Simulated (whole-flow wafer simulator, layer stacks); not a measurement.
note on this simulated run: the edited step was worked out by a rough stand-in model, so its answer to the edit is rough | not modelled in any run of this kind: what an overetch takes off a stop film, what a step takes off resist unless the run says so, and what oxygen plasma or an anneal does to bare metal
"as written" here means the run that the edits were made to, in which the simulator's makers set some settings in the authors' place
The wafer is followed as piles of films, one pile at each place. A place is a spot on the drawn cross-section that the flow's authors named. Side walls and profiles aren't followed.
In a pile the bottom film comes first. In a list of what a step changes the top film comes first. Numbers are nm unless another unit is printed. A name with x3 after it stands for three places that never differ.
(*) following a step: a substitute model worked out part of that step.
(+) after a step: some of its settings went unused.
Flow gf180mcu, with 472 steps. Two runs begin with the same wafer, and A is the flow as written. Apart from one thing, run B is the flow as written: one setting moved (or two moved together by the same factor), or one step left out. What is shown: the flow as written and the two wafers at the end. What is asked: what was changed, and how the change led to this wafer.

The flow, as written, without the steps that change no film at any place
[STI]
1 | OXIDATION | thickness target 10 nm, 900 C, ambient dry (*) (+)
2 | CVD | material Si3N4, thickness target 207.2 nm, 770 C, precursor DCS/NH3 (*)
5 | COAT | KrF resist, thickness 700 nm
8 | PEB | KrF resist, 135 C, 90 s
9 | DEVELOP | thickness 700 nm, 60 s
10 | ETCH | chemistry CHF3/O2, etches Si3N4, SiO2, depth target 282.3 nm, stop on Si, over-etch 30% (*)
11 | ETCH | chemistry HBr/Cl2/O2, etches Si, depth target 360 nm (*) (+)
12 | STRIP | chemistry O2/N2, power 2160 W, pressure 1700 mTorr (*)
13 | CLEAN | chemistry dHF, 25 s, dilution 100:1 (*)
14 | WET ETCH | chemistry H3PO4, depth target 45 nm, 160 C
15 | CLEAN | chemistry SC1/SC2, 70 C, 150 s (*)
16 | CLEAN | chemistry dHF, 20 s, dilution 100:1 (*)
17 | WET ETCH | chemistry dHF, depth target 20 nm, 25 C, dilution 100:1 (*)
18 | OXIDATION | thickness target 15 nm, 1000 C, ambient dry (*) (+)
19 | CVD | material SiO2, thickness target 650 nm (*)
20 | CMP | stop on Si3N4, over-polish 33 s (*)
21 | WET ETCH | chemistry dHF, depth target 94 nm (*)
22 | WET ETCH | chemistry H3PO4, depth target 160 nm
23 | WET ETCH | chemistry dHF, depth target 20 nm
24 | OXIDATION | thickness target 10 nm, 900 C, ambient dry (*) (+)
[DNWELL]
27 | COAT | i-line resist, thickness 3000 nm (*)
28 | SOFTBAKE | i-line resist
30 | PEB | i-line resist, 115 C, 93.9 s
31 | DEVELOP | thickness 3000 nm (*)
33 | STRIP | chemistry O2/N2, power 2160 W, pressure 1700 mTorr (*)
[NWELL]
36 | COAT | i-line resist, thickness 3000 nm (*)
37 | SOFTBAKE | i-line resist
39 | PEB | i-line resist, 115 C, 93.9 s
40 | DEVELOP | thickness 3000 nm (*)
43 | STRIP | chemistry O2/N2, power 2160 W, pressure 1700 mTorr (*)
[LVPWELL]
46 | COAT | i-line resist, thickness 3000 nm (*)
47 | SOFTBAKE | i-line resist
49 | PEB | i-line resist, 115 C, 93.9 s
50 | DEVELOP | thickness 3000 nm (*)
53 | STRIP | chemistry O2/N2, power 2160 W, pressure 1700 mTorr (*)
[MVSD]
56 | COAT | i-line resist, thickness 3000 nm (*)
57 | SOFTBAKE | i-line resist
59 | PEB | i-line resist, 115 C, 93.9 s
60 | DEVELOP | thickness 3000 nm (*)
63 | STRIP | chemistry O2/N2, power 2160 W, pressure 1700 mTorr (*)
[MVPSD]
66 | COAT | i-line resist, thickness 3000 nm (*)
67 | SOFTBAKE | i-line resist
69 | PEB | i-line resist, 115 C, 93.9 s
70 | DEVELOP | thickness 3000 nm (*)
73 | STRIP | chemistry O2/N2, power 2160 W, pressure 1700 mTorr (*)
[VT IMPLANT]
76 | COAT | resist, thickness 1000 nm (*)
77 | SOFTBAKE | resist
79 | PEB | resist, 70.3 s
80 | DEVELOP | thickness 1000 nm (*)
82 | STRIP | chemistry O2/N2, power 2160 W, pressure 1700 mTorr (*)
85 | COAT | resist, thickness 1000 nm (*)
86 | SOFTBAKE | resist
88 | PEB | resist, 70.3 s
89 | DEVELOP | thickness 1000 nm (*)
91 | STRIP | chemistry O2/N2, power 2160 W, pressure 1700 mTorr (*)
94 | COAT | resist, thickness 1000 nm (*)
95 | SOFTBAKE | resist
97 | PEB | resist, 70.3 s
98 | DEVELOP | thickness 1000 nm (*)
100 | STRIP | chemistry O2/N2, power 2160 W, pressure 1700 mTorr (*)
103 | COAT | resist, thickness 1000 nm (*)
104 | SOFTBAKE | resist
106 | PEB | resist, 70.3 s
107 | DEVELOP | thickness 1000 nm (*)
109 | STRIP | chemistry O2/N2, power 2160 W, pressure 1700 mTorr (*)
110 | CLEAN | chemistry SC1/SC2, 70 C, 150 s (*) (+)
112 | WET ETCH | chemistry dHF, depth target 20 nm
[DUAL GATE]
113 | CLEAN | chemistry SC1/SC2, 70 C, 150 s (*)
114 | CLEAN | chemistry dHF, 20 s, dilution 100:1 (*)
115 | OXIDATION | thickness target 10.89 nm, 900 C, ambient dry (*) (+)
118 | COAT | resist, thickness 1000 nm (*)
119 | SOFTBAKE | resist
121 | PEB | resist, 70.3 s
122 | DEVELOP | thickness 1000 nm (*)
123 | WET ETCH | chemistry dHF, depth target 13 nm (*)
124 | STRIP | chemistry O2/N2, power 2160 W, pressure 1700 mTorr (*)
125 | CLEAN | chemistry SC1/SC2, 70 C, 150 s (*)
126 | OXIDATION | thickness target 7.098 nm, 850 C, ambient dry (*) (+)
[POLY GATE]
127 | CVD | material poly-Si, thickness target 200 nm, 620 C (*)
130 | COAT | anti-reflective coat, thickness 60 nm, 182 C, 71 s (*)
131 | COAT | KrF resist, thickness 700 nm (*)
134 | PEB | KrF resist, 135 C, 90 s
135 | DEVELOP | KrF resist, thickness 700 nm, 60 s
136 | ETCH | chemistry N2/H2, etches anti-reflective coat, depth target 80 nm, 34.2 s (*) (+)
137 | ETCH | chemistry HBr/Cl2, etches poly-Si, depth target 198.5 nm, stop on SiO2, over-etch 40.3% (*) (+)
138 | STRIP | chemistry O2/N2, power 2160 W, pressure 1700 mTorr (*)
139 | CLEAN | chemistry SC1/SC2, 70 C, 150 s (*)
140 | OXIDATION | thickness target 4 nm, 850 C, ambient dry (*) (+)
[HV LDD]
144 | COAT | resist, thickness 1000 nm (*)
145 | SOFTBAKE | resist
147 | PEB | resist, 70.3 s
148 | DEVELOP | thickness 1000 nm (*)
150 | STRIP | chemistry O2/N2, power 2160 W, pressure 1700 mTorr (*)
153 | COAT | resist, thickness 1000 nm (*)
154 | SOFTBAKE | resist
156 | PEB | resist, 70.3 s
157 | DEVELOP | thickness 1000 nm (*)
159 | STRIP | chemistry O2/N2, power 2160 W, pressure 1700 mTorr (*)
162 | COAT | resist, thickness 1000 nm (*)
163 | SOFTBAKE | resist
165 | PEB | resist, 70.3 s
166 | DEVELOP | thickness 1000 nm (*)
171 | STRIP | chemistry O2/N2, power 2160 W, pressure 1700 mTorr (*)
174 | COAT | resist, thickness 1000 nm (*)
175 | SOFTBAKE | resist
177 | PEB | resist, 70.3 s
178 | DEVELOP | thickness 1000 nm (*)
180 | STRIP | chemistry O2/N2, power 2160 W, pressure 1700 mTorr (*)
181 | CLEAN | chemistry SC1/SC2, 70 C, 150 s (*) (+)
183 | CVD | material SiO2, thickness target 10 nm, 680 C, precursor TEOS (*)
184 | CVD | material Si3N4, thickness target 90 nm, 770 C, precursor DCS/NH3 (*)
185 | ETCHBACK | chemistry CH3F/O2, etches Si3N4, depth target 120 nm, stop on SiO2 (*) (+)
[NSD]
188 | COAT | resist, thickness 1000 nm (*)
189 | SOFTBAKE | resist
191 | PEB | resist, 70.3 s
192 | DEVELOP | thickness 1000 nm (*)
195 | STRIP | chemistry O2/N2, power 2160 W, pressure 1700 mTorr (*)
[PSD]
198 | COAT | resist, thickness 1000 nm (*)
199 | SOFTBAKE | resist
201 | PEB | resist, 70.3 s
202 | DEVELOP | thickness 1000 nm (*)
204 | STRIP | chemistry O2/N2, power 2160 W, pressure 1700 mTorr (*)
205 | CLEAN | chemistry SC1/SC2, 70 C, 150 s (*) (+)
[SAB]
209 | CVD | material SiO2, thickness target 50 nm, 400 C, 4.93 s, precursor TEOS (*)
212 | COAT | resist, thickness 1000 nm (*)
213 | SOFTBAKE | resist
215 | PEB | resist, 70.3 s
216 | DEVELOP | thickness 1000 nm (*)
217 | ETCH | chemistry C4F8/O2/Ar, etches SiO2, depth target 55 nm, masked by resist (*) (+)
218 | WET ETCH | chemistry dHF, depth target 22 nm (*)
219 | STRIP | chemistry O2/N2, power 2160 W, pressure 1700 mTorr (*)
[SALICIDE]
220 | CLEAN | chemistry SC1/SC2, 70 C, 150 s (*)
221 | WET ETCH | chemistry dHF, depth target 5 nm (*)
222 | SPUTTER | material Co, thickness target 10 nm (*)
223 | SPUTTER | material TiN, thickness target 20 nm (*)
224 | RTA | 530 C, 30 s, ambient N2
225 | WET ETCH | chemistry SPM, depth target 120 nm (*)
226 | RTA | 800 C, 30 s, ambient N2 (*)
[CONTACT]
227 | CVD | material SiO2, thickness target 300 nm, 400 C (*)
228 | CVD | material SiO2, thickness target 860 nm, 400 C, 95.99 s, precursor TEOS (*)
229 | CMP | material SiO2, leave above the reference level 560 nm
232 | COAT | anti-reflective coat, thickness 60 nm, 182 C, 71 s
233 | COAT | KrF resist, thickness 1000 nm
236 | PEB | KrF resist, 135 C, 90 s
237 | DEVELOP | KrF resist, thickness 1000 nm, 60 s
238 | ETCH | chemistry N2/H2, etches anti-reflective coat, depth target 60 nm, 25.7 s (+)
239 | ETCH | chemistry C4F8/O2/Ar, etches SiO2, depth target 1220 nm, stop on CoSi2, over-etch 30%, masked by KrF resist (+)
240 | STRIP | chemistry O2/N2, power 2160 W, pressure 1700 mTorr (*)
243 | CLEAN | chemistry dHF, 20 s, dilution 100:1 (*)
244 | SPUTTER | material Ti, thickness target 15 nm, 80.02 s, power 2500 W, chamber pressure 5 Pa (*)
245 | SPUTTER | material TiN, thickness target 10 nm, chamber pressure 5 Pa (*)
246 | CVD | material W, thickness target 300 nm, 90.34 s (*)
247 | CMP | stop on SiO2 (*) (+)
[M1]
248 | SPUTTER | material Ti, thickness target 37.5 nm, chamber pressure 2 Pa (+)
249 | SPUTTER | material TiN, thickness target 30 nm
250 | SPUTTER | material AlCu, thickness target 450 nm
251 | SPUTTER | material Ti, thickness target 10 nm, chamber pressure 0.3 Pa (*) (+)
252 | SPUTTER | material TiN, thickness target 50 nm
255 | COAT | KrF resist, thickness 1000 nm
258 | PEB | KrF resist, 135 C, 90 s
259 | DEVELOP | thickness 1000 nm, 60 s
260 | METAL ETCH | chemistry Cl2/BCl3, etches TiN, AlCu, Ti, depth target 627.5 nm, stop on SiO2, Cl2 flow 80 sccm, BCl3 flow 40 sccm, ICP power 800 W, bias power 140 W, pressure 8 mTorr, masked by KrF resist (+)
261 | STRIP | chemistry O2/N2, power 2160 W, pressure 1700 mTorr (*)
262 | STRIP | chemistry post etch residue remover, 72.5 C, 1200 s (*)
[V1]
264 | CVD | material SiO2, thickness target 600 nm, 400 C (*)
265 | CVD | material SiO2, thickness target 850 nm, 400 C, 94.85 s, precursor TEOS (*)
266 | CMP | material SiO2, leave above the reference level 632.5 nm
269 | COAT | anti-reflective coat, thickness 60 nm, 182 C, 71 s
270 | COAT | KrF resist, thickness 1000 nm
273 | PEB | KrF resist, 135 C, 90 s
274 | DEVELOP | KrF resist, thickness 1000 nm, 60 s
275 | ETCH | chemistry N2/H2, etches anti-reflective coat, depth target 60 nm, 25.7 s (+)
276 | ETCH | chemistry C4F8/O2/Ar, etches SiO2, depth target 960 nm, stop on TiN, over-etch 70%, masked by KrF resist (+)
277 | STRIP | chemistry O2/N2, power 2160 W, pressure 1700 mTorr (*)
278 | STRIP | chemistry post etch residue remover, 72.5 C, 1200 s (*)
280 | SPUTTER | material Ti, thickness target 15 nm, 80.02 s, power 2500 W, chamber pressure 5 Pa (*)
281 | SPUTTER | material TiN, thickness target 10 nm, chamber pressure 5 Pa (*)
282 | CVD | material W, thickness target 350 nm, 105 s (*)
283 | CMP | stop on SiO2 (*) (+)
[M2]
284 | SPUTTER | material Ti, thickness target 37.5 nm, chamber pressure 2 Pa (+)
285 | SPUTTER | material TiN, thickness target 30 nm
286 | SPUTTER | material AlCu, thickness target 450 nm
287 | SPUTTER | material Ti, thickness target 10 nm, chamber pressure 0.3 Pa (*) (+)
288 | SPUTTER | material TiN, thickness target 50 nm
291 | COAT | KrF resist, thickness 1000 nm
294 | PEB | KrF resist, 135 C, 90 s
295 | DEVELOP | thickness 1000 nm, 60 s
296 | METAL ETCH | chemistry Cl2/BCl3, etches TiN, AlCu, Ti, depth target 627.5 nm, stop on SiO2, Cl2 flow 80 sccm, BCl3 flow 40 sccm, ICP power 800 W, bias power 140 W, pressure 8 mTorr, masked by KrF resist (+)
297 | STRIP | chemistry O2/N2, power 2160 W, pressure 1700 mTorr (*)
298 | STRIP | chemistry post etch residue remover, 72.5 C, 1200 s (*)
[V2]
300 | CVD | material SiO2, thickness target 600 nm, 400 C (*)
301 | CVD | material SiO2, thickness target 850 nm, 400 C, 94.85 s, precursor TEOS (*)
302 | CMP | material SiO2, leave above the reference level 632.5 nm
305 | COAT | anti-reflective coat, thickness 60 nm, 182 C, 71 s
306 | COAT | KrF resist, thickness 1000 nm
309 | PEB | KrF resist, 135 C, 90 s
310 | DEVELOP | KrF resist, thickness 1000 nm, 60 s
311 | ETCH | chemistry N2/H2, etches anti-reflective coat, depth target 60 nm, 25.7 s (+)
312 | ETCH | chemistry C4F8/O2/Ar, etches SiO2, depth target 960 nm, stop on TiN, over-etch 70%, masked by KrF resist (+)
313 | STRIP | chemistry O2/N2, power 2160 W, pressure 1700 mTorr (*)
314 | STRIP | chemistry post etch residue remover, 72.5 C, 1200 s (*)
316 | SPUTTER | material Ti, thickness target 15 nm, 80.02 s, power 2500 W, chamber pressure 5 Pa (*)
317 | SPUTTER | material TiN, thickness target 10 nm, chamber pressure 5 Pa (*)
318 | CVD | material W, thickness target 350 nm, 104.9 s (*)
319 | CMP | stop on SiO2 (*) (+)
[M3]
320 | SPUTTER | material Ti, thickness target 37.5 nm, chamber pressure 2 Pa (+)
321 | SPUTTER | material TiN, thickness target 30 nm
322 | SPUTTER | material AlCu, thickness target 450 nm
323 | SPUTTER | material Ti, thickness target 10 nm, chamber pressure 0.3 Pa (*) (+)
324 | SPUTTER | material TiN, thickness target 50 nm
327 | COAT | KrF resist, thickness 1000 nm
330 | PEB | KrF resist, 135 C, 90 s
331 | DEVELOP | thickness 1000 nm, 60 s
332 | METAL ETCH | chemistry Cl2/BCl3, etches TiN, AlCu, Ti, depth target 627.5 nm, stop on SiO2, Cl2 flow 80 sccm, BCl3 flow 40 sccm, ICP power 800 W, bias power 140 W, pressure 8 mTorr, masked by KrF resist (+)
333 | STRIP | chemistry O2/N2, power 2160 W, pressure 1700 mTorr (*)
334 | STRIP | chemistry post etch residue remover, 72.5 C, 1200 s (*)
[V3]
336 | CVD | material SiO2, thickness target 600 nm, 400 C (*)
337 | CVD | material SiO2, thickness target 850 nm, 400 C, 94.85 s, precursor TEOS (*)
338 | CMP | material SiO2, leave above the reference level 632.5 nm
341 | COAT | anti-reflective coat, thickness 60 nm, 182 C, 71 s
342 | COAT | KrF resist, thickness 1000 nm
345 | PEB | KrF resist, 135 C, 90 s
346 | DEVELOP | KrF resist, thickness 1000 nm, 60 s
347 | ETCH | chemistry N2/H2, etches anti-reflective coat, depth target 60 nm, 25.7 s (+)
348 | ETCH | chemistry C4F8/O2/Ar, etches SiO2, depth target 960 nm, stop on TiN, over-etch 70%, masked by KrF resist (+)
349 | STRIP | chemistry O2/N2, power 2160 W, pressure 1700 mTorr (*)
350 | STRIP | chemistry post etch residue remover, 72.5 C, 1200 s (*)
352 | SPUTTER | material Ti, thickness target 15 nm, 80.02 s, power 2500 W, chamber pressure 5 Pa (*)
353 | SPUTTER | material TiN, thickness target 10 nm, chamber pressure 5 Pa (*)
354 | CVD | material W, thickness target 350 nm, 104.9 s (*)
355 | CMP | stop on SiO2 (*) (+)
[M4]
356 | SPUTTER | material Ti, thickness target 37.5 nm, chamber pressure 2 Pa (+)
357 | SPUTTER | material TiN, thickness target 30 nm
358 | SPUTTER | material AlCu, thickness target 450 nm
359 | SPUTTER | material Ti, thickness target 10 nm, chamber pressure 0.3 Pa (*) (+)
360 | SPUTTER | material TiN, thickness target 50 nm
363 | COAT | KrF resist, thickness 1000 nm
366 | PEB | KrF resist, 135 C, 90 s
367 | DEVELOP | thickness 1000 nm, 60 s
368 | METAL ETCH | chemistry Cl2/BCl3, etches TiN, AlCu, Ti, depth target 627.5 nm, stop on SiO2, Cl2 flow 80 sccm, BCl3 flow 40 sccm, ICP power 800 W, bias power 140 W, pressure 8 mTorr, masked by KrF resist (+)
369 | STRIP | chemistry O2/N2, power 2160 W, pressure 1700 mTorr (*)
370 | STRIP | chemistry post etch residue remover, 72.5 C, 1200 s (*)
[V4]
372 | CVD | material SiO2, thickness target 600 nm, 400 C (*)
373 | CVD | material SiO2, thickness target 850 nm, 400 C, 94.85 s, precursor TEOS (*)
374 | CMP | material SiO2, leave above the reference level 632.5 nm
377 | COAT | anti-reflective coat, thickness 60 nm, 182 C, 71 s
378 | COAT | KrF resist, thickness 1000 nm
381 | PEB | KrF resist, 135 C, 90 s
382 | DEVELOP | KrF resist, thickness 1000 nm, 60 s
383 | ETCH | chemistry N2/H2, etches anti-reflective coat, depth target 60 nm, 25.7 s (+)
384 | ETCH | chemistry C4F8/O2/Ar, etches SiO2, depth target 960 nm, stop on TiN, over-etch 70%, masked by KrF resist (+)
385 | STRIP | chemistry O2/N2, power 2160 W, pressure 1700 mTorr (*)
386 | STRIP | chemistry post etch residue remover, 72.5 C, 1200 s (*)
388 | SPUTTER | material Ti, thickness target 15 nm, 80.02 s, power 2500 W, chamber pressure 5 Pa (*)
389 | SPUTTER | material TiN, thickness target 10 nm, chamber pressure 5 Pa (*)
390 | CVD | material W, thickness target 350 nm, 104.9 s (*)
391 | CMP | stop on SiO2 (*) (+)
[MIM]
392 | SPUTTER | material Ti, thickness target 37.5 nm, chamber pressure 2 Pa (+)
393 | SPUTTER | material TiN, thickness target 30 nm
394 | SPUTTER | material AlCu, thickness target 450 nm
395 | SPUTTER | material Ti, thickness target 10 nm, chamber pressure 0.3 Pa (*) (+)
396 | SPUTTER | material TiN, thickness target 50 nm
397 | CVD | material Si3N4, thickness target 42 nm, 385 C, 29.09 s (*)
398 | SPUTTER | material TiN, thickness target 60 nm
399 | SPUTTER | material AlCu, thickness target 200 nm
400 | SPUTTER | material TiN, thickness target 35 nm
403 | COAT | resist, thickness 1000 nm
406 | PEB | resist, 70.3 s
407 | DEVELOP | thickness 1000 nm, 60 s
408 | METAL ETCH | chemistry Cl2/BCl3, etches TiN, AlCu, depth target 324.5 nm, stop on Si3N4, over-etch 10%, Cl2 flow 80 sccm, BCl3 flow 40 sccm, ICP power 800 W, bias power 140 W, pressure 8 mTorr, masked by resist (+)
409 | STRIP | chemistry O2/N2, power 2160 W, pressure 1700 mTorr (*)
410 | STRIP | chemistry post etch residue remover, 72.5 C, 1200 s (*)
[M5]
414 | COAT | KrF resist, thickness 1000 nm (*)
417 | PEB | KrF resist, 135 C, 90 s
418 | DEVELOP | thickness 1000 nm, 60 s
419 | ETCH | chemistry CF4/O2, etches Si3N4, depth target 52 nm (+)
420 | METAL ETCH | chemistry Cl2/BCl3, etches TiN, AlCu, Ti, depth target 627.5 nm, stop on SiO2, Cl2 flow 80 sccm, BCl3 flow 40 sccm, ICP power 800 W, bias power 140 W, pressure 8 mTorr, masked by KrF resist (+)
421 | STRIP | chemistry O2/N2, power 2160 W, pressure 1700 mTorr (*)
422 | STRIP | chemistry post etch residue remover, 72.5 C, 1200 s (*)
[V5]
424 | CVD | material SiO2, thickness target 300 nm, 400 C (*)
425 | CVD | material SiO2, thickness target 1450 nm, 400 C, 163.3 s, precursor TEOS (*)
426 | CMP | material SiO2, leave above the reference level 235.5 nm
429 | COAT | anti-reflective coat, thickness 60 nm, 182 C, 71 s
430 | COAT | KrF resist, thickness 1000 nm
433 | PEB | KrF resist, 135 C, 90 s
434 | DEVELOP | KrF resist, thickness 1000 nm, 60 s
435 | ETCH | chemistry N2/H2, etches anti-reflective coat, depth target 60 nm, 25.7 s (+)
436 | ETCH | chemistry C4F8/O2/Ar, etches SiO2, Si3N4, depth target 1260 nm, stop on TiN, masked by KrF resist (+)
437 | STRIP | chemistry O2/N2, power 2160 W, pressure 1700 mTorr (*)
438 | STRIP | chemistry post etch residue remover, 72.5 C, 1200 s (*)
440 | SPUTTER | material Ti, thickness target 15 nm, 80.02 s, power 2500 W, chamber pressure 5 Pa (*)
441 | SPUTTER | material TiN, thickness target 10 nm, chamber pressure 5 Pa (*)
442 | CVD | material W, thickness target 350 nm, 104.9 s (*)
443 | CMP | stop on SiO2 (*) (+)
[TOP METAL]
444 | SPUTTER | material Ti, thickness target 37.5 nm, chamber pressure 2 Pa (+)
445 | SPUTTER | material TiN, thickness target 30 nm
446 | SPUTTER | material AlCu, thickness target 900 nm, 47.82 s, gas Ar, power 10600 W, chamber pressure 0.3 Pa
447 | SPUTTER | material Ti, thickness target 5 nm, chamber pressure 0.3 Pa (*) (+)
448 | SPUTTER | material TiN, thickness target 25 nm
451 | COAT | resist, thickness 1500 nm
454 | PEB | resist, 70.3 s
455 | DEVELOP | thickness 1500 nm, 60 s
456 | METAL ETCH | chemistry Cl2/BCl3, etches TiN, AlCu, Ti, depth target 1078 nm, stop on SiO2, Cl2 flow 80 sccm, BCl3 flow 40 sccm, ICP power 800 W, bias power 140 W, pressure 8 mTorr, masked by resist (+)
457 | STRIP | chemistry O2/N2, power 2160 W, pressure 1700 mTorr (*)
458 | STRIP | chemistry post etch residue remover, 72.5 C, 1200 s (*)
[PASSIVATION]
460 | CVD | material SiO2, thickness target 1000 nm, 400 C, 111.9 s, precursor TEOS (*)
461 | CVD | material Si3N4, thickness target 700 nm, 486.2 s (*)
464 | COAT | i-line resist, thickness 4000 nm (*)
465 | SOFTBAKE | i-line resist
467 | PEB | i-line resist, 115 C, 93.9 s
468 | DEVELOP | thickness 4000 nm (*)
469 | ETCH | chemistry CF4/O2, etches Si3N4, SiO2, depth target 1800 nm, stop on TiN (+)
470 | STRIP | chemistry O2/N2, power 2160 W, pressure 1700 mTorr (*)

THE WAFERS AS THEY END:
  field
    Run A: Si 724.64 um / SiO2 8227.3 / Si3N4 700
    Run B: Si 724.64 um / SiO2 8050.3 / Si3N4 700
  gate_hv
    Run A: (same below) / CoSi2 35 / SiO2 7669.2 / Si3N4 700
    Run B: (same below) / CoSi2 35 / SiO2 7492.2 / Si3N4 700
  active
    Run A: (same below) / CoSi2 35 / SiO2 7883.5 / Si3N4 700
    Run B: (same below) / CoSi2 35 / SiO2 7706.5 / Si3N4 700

Cause: step 424, CVD: thickness target 123 nm was run, while the flow as written has thickness target 300 nm.

Step by step, how the change led to this:
  424 | CVD | material SiO2, thickness target 300 nm, 400 C (*)
      field, field__w1, field__w2 and 101 more: A +300 SiO2 | B +123 SiO2
      field__w4, field__w8, contact, m1, m1__w1, mim, mim_1p0, m1_nw: A +300 SiO2 (new film) | B +123 SiO2 (new film)
  436 | ETCH | chemistry C4F8/O2/Ar, etches SiO2, Si3N4, depth target 1260 nm, stop on TiN, masked by KrF resist (+)
      field, field__w1, field__w2 and 108 more: A -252 KrF resist | B -208.3 KrF resist
      contact: A -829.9 SiO2 (all of it), -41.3 Si3N4 (all of it) | B -652.9 SiO2 (all of it), -41.3 Si3N4 (all of it)
  437 | STRIP | chemistry O2/N2, power 2160 W, pressure 1700 mTorr (*)
      field, field__w1, field__w2 and 108 more: A -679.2 KrF resist (all of it), -60 anti-reflective coat (all of it) | B -722.9 KrF resist (all of it), -60 anti-reflective coat (all of it)
  440 | SPUTTER | material Ti, thickness target 15 nm, 80.02 s, power 2500 W, chamber pressure 5 Pa (*)
      contact: A +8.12 Ti (new film) | B +8.99 Ti (new film)
  441 | SPUTTER | material TiN, thickness target 10 nm, chamber pressure 5 Pa (*)
      contact: A +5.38 TiN (new film) | B +5.96 TiN (new film)
  442 | CVD | material W, thickness target 350 nm, 104.9 s (*)
      contact: A +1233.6 W (new film) | B +1055.1 W (new film)
